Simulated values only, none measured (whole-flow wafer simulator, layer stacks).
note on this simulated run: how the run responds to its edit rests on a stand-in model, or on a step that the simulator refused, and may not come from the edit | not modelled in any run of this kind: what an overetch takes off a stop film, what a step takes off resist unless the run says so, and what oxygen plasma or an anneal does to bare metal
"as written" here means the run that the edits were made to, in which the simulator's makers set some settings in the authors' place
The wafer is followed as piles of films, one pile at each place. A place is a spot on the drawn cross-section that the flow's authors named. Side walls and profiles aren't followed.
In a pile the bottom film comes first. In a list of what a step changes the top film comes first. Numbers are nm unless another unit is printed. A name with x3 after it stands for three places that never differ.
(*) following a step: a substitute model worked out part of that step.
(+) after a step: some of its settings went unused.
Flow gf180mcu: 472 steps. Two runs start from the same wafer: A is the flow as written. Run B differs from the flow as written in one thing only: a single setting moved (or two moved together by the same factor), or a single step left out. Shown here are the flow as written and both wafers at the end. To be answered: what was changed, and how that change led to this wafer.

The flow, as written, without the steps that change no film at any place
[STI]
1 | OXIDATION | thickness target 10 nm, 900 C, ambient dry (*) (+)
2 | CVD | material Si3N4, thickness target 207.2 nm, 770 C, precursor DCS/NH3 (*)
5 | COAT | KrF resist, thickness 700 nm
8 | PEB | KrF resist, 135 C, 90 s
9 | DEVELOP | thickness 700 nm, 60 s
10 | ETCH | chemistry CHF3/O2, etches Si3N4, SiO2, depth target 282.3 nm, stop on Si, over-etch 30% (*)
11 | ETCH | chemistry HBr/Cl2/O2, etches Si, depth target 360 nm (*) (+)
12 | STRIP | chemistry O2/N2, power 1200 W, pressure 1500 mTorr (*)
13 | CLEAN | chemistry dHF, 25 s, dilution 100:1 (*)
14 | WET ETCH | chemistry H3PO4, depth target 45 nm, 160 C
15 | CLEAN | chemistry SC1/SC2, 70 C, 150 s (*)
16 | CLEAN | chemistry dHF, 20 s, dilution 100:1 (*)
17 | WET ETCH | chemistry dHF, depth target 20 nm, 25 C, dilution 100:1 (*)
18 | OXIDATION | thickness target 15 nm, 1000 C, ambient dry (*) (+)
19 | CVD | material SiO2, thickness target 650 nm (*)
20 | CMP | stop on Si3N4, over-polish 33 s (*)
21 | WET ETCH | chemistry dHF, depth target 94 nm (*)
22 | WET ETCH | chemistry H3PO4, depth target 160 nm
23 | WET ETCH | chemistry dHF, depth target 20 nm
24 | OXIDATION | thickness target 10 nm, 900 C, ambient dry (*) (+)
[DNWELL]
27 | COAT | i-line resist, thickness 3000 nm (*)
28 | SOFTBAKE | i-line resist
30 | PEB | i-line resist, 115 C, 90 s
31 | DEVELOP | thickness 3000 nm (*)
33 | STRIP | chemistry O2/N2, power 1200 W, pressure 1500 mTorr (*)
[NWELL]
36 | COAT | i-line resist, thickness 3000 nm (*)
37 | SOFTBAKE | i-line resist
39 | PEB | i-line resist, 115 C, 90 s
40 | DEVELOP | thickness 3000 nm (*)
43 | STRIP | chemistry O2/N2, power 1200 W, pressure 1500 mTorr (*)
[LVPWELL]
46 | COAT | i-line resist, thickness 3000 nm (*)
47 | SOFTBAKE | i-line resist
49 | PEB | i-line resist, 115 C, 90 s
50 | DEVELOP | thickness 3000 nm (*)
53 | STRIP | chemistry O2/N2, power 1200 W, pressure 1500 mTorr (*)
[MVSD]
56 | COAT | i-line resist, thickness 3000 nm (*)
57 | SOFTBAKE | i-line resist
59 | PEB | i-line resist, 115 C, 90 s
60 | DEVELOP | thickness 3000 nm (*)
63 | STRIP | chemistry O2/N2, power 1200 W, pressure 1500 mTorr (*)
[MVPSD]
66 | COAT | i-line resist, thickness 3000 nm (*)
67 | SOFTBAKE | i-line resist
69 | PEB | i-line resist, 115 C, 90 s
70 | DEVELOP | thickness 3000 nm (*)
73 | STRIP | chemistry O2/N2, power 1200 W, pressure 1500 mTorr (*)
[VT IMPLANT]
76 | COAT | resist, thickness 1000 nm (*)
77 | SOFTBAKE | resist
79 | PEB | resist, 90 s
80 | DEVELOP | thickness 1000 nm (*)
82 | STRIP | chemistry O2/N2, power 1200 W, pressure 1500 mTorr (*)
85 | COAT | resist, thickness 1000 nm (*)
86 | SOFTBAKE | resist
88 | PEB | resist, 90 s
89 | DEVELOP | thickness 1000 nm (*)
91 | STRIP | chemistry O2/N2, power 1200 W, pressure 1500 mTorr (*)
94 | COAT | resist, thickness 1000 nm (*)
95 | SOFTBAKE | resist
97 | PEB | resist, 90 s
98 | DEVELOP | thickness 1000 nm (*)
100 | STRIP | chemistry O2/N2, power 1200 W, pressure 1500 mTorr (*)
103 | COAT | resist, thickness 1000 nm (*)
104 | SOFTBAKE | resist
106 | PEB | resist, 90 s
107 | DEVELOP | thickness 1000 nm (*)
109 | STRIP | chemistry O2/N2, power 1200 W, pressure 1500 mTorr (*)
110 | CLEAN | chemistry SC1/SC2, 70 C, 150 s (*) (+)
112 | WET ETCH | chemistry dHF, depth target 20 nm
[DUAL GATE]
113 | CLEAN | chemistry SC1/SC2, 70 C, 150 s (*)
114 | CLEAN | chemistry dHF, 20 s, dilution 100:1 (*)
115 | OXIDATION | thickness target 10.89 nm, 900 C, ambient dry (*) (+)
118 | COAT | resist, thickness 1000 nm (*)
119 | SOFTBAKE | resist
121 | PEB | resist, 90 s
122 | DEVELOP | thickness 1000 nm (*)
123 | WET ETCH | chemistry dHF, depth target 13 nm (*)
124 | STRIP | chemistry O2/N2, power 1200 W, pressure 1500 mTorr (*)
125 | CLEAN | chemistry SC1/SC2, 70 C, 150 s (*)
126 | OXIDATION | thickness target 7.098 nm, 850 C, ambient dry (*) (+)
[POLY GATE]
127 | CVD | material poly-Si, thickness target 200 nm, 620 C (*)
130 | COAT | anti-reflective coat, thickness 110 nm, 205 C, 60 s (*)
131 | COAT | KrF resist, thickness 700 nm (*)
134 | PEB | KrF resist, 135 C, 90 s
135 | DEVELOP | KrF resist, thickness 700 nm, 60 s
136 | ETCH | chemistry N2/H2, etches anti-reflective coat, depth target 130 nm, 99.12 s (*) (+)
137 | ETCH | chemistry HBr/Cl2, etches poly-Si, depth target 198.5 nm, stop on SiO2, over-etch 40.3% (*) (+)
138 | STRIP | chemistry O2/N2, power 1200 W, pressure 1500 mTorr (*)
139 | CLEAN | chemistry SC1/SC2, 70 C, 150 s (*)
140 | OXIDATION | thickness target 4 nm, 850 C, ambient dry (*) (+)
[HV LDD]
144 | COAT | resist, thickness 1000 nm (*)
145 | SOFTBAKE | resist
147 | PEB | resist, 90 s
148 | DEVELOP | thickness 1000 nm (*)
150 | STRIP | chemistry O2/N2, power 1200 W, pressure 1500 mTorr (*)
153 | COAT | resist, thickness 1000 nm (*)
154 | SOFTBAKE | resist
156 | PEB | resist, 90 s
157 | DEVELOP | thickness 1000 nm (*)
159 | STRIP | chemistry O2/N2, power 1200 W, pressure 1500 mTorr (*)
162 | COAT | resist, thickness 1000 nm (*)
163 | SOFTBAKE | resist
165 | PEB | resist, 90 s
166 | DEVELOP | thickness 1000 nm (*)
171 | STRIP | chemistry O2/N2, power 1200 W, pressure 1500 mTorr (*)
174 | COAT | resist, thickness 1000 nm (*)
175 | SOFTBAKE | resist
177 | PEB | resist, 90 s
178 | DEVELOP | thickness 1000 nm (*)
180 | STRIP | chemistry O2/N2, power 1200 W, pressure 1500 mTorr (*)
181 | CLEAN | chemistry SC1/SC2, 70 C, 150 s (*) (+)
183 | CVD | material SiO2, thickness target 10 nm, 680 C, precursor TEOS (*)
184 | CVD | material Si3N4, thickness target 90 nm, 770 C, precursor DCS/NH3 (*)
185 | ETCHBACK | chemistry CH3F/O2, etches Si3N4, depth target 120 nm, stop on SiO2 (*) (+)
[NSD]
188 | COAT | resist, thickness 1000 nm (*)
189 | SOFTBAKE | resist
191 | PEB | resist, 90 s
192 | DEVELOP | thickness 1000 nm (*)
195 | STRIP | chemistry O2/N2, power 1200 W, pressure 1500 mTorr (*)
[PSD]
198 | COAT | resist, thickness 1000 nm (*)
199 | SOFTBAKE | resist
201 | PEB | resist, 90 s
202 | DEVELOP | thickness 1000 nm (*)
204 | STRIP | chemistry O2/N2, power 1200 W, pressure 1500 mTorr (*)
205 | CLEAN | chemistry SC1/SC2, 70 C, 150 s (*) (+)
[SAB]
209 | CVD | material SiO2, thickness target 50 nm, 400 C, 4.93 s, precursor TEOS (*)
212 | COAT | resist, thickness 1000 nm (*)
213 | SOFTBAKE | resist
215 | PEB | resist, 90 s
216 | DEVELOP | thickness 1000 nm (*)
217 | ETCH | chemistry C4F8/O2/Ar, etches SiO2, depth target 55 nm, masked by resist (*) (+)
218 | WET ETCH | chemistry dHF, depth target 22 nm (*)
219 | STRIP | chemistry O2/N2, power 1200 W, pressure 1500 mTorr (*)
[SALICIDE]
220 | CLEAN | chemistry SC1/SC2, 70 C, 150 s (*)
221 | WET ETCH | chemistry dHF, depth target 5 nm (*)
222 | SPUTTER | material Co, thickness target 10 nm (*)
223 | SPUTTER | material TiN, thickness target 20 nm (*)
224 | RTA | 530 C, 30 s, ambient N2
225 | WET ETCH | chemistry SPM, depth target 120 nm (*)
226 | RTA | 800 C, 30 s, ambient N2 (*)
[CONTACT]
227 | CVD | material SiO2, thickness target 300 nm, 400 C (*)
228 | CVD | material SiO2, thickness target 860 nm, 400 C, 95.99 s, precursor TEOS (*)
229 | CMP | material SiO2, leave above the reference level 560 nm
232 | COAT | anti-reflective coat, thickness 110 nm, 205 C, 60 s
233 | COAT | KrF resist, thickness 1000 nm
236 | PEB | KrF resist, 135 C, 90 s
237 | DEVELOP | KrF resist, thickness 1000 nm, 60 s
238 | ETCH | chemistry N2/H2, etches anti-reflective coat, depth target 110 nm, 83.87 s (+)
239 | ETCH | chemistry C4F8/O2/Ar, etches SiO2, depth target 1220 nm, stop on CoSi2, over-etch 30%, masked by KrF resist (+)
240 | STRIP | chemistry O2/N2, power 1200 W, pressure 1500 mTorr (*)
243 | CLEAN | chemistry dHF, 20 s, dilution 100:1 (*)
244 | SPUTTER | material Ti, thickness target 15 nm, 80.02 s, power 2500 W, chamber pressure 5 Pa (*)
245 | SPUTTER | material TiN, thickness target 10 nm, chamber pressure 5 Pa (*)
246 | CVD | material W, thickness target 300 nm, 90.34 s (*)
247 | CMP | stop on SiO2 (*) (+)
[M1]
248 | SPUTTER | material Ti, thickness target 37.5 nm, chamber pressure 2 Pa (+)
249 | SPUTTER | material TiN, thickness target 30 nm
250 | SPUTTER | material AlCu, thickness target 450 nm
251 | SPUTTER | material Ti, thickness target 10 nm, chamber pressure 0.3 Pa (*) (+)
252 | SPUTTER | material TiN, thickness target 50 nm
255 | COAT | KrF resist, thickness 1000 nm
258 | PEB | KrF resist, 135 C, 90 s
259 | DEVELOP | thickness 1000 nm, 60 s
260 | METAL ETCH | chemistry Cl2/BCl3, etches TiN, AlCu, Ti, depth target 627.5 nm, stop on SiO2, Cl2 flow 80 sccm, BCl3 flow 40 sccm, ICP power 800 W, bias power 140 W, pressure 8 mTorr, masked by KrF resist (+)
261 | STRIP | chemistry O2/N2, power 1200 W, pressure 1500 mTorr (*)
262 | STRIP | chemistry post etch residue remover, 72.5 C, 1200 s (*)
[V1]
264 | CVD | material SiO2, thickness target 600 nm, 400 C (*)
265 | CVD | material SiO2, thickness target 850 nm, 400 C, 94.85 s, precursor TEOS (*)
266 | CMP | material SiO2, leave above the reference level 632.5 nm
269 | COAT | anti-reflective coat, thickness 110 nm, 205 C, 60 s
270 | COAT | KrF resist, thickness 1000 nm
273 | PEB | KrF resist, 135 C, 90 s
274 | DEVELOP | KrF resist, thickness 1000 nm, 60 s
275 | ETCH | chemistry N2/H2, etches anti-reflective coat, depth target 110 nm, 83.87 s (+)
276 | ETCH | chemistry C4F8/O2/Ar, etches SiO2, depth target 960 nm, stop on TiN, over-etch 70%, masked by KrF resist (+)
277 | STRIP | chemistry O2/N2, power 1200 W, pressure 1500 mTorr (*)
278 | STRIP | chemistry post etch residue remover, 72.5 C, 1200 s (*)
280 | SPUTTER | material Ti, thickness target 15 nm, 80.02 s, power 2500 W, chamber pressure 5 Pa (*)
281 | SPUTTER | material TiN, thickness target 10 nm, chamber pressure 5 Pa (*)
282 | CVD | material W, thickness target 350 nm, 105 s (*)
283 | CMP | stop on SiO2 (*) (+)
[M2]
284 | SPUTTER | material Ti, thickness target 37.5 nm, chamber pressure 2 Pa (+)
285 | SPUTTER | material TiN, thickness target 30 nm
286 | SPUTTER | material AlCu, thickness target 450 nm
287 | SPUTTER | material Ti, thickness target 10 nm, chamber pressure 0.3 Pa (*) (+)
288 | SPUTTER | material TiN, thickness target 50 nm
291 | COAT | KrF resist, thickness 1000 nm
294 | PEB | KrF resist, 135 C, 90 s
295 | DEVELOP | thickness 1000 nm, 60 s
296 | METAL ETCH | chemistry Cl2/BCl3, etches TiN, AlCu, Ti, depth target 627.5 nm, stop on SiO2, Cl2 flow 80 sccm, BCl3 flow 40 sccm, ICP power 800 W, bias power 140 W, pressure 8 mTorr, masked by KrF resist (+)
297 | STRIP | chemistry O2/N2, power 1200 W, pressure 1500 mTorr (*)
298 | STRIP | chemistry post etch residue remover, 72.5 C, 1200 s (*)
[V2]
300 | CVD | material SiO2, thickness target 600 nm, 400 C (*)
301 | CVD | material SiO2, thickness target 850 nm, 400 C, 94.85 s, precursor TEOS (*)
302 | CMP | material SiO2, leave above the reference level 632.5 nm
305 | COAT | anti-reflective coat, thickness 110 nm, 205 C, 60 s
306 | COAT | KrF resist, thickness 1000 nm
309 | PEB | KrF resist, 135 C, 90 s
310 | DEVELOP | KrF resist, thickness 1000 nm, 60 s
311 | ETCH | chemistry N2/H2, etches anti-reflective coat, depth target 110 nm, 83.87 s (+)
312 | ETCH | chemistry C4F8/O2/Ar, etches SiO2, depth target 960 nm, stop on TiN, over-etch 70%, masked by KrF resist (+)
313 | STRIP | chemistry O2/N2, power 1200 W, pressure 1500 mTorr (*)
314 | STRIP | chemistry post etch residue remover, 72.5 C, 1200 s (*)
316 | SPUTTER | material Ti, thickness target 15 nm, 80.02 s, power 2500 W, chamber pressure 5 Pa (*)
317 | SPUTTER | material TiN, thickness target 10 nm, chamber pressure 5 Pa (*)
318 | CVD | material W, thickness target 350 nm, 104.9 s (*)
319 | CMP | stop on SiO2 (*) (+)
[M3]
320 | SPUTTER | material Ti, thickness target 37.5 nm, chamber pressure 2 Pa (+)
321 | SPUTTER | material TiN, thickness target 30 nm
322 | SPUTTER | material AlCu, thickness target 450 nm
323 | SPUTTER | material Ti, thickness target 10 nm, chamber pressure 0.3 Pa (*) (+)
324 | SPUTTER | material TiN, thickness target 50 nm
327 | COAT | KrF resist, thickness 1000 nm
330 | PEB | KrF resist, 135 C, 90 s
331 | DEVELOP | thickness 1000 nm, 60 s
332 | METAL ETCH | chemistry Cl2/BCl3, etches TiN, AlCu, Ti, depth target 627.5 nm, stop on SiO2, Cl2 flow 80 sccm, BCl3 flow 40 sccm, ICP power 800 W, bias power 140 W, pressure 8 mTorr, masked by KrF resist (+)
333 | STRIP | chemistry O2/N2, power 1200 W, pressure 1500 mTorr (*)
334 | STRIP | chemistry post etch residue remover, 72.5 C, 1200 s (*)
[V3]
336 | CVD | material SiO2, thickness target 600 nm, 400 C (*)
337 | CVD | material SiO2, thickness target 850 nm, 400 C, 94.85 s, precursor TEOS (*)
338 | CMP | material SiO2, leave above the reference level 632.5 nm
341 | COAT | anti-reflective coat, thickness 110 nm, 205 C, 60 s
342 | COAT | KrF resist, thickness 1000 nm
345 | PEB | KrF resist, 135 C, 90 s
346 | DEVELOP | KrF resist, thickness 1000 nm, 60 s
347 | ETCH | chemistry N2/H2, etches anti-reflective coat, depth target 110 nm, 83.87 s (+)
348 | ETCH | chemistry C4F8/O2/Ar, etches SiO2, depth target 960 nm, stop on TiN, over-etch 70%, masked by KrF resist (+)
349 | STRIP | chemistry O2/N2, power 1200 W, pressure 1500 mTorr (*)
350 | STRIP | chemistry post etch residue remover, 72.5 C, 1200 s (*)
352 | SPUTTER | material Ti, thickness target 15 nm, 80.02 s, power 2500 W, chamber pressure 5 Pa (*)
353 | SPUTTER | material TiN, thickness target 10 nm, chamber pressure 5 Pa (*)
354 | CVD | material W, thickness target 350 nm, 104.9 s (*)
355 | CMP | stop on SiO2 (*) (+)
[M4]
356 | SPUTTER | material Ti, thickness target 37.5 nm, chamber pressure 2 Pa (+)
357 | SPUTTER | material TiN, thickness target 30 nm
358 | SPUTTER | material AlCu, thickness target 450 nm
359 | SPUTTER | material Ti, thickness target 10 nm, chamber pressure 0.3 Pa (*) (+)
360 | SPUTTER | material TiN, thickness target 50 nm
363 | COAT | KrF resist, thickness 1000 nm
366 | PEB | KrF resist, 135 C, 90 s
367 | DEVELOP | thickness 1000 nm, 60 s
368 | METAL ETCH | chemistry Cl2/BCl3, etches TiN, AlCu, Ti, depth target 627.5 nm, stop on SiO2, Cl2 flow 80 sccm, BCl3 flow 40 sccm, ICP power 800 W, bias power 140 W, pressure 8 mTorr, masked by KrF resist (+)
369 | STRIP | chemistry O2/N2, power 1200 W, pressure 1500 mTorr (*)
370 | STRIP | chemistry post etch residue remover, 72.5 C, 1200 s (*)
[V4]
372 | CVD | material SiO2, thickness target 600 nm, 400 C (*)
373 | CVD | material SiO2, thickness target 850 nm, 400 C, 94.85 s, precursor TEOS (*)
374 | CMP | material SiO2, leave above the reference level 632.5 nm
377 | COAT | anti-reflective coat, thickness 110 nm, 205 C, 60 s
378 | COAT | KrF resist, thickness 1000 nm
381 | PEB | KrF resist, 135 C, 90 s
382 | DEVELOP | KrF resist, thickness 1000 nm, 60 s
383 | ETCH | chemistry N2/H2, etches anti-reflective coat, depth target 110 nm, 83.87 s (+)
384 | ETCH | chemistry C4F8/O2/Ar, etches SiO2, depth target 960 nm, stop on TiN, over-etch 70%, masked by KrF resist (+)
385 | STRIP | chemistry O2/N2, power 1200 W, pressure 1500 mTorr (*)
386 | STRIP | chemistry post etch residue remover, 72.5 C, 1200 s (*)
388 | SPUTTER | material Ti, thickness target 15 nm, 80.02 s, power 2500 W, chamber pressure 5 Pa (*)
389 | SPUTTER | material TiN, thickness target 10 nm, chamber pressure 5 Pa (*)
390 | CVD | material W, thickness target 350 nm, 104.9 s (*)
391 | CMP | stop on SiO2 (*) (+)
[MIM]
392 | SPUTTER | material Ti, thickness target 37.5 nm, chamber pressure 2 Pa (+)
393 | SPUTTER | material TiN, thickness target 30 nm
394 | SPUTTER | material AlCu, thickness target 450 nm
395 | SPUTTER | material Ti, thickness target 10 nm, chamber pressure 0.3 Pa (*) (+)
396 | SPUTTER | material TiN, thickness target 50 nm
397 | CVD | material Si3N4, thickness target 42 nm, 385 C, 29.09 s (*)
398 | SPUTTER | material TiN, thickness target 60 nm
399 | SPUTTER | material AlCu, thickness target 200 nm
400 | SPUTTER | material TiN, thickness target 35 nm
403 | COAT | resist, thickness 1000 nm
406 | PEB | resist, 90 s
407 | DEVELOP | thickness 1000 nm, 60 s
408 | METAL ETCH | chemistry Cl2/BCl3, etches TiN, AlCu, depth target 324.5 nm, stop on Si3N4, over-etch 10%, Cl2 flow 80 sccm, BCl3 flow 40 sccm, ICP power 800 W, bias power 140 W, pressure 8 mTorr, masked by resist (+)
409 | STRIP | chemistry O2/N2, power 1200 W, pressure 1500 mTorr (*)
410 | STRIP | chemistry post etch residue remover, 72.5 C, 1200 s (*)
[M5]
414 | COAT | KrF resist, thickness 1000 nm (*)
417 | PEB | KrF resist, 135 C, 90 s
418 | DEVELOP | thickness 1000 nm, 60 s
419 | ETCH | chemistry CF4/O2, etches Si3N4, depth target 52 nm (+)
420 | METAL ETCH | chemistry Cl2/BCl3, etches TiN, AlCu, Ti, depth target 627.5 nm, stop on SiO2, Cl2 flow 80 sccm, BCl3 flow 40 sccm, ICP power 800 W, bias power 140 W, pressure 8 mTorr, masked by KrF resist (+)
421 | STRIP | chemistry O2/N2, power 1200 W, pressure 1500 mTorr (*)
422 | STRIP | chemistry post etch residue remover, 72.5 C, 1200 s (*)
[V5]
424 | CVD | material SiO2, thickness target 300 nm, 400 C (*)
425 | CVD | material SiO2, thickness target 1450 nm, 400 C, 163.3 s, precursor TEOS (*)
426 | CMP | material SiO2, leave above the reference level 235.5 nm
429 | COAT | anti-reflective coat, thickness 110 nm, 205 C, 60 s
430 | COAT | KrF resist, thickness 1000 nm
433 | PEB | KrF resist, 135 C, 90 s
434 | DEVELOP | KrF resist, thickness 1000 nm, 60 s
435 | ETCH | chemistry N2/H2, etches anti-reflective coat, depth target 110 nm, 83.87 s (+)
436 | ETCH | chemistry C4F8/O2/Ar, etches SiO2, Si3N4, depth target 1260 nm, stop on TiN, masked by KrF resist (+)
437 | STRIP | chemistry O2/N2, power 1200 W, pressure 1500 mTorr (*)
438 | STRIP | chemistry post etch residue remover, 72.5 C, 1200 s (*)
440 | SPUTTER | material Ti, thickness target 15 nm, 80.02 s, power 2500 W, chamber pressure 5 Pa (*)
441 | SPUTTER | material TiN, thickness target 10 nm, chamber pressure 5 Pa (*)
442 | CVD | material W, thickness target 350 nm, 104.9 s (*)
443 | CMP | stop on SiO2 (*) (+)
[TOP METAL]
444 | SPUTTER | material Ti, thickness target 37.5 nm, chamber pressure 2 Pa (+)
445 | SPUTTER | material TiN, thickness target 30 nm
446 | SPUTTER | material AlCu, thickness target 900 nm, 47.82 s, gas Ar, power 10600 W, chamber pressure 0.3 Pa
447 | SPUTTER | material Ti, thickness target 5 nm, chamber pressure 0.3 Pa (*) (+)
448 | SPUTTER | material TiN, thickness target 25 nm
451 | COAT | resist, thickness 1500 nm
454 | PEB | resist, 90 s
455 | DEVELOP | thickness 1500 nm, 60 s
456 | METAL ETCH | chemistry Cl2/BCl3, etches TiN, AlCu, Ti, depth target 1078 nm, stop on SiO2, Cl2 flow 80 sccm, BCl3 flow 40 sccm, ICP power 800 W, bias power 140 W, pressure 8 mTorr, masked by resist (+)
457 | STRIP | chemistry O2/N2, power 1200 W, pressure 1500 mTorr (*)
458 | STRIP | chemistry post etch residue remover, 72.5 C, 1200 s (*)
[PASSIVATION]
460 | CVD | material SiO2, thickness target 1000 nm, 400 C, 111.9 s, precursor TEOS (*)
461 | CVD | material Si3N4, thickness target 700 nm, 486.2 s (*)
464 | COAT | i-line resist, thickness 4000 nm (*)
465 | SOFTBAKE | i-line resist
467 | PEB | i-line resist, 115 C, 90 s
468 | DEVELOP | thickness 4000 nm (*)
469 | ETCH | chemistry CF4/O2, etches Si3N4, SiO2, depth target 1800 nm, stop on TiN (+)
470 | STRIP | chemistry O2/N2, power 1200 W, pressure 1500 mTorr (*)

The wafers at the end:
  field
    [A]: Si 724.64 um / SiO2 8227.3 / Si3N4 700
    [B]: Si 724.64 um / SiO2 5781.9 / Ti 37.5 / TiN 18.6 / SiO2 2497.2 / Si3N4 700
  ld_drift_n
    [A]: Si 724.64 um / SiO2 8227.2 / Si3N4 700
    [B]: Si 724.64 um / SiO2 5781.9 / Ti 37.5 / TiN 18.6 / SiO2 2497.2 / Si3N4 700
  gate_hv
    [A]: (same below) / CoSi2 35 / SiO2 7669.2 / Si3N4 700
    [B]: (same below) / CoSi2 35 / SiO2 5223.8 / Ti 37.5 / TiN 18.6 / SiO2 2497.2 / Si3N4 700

What caused this: step 394, SPUTTER: thickness target 558 nm was run, whereas the flow has thickness target 450 nm.

The path from the change to this, step by step:
  394 | SPUTTER | material AlCu, thickness target 450 nm
      field, field__w1, field__w2 and 108 more: A +450 AlCu (new film) | B +558 AlCu (new film)
  420 | METAL ETCH | chemistry Cl2/BCl3, etches TiN, AlCu, Ti, depth target 627.5 nm, stop on SiO2, Cl2 flow 80 sccm, BCl3 flow 40 sccm, ICP power 800 W, bias power 140 W, pressure 8 mTorr, masked by KrF resist (+)
      field, field__w1, field__w2 and 101 more: A -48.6 TiN (all of it), -10 Ti (all of it), -450 AlCu (all of it), -30 TiN (all of it), -37.5 Ti (all of it) | B -48.6 TiN (all of it), -10 Ti (all of it), -558 AlCu (all of it), -10.9 TiN
  424 | CVD | material SiO2, thickness target 300 nm, 400 C (*)
      field, field__w1, field__w2 and 101 more: A +300 SiO2 | B +300 SiO2 (new film)
  426 | CMP | material SiO2, leave above the reference level 235.5 nm
      field, field__w1, field__w5 and 92 more: A -300.8 SiO2 | B -249 SiO2
      field__w2, field__w3, field__w12 and 6 more: A -272.7 SiO2 | B -218.5 SiO2
Taking metal films that touch as one body, field has 1 body; the flow as written gives 0 bodies.
Taking metal films that touch as one body, ld_drift_n has 1 body; the flow as written gives 0 bodies.
Taking metal films that touch as one body, gate_hv has 2 bodies (between them, from the top down: SiO2 5223.8); the flow as written gives 1 body.
